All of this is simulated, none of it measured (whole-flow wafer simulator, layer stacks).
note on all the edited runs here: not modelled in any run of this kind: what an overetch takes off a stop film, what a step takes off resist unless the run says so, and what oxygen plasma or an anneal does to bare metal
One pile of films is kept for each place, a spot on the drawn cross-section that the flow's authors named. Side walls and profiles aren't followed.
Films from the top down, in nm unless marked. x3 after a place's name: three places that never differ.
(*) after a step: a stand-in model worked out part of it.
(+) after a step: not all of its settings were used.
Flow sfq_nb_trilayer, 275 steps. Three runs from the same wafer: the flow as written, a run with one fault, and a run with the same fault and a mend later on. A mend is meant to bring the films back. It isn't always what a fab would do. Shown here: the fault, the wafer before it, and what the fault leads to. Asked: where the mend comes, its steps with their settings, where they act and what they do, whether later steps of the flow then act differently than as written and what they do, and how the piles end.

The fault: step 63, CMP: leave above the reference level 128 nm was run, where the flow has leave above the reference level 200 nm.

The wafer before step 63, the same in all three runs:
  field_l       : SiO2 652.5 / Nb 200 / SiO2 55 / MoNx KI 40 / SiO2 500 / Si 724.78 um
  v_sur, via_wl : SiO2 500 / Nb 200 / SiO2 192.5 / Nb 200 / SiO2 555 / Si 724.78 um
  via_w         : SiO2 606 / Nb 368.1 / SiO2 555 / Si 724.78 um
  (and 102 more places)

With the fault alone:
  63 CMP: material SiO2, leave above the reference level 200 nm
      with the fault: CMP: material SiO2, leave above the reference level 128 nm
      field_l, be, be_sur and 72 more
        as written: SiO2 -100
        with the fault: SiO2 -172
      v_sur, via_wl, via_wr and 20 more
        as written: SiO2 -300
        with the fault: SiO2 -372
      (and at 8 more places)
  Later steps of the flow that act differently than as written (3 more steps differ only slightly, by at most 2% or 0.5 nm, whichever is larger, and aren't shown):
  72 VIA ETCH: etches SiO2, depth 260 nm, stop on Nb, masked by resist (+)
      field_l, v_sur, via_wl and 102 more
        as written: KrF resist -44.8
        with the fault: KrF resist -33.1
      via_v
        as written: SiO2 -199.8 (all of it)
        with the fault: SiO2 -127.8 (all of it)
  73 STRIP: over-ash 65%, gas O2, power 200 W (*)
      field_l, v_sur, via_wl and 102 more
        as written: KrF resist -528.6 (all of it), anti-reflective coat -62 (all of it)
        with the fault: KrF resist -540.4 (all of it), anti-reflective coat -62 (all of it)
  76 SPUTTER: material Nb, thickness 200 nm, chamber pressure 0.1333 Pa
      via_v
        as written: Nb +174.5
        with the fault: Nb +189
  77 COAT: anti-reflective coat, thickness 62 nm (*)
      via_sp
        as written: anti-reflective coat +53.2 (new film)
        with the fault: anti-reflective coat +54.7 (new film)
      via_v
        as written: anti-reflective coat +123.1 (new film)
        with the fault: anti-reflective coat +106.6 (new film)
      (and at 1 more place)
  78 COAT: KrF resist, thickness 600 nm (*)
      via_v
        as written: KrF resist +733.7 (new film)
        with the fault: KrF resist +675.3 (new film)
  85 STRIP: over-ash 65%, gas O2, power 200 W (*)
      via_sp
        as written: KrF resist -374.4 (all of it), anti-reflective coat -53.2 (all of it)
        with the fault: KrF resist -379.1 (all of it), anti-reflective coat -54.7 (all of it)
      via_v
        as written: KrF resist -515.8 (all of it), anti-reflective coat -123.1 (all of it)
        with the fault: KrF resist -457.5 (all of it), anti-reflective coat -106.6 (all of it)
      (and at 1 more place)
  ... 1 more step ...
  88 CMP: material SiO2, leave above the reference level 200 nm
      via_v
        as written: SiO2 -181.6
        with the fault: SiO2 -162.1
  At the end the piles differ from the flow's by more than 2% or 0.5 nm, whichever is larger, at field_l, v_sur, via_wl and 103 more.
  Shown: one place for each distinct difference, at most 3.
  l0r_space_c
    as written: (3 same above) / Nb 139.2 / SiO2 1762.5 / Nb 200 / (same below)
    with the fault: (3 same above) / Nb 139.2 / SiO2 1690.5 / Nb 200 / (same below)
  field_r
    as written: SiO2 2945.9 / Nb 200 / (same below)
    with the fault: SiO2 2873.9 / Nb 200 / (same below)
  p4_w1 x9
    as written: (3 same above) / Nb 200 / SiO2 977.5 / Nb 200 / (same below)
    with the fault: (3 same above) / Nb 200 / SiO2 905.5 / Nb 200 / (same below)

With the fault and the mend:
  The mend comes after step 70.
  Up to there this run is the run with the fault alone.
  70a STRIP: over-ash 65%, gas O2, power 200 W (*)
      field_l, v_sur, via_wl and 102 more
        KrF resist -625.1 (all of it), anti-reflective coat -62 (all of it)
      via_v
        anti-reflective coat -62 (all of it)
  70b PECVD: material SiO2, thickness 72 nm, 150 C, 16 s, RF power 183.3 W, pressure 2.4 Torr, precursor SiH4/N2O (the flow's step 62 once more, with other settings)
      field_l, v_sur, via_wl and 103 more
        SiO2 +72
  70c COAT: anti-reflective coat, thickness 62 nm (the flow's step 65 once more)
      field_l, v_sur, via_wl and 103 more
        anti-reflective coat +62 (new film)
  70d COAT: KrF resist, thickness 650 nm (the flow's step 66 once more)
      field_l, v_sur, via_wl and 103 more
        KrF resist +650 (new film)
  70e SOFTBAKE: KrF resist (the flow's step 67 once more)
      changes no film at any place that is followed
  70f EXPOSE: photomask I1, dose 11.91 mJ/cm2, NA 0.6, wavelength 248 nm (*) (the flow's step 68 once more)
      changes no film at any place that is followed
  70g PEB: KrF resist, 90 s (the flow's step 69 once more)
      field_l, v_sur, via_wl and 103 more
        KrF resist -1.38
  70h DEVELOP: KrF resist, thickness 650 nm, 60 s (the flow's step 70 once more)
      field_l, v_sur, via_wl and 102 more
        KrF resist -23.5
      via_v
        KrF resist -648.6 (all of it)
  No later step of the flow acts differently than as written at any place that is followed.
  At the end the piles are the same as the flow's at every place that both follow.
